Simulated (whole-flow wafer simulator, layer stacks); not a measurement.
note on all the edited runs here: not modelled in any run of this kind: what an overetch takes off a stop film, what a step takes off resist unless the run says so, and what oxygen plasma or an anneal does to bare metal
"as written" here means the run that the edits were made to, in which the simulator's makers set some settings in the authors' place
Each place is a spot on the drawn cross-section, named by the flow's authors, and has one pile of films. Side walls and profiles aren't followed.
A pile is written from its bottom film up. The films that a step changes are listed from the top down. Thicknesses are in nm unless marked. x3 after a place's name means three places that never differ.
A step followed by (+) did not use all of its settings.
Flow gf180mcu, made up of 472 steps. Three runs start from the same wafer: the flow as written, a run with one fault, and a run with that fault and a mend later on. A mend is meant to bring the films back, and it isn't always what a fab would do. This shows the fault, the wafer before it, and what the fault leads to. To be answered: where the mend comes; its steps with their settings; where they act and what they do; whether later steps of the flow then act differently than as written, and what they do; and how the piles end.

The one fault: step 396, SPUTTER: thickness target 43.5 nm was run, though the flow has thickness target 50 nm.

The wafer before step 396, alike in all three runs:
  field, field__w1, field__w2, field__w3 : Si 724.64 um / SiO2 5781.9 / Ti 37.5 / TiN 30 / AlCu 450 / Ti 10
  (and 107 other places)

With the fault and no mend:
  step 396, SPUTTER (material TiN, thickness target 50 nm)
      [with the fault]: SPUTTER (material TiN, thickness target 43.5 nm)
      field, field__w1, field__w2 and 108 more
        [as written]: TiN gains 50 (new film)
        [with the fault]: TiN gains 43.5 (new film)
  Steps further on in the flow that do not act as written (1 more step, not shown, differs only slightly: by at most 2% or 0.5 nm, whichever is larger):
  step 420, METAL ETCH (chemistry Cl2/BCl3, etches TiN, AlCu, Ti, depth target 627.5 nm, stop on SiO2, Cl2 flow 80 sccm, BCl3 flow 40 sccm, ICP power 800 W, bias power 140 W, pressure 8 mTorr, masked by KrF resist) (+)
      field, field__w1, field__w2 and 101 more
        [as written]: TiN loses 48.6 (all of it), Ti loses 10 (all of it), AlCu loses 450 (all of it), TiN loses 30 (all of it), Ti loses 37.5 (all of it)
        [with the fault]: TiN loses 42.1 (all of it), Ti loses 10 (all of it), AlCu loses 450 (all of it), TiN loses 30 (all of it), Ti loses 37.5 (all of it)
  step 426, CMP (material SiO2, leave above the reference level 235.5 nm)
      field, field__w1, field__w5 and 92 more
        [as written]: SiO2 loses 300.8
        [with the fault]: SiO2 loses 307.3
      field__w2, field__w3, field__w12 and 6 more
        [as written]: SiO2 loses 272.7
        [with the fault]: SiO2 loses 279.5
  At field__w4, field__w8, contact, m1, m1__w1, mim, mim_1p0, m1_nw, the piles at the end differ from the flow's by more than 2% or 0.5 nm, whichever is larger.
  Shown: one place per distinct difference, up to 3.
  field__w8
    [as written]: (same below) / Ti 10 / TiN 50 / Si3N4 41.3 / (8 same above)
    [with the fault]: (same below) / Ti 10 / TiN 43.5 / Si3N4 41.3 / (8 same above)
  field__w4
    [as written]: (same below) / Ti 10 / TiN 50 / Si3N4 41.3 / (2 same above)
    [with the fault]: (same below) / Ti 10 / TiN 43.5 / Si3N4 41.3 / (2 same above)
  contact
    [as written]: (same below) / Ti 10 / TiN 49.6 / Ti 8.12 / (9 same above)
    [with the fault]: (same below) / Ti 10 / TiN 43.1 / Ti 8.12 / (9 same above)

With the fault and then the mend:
  The mend follows step 396.
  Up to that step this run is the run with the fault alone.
  step 396a, SPUTTER (material TiN, thickness target 6.5 nm) (the flow's step 396 again, with other settings)
      field, field__w1, field__w2 and 108 more
        TiN gains 6.5
  Every later step of the flow that is run acts as written at every place that is followed.
  By the end, the piles equal the flow's at every place that both follow.
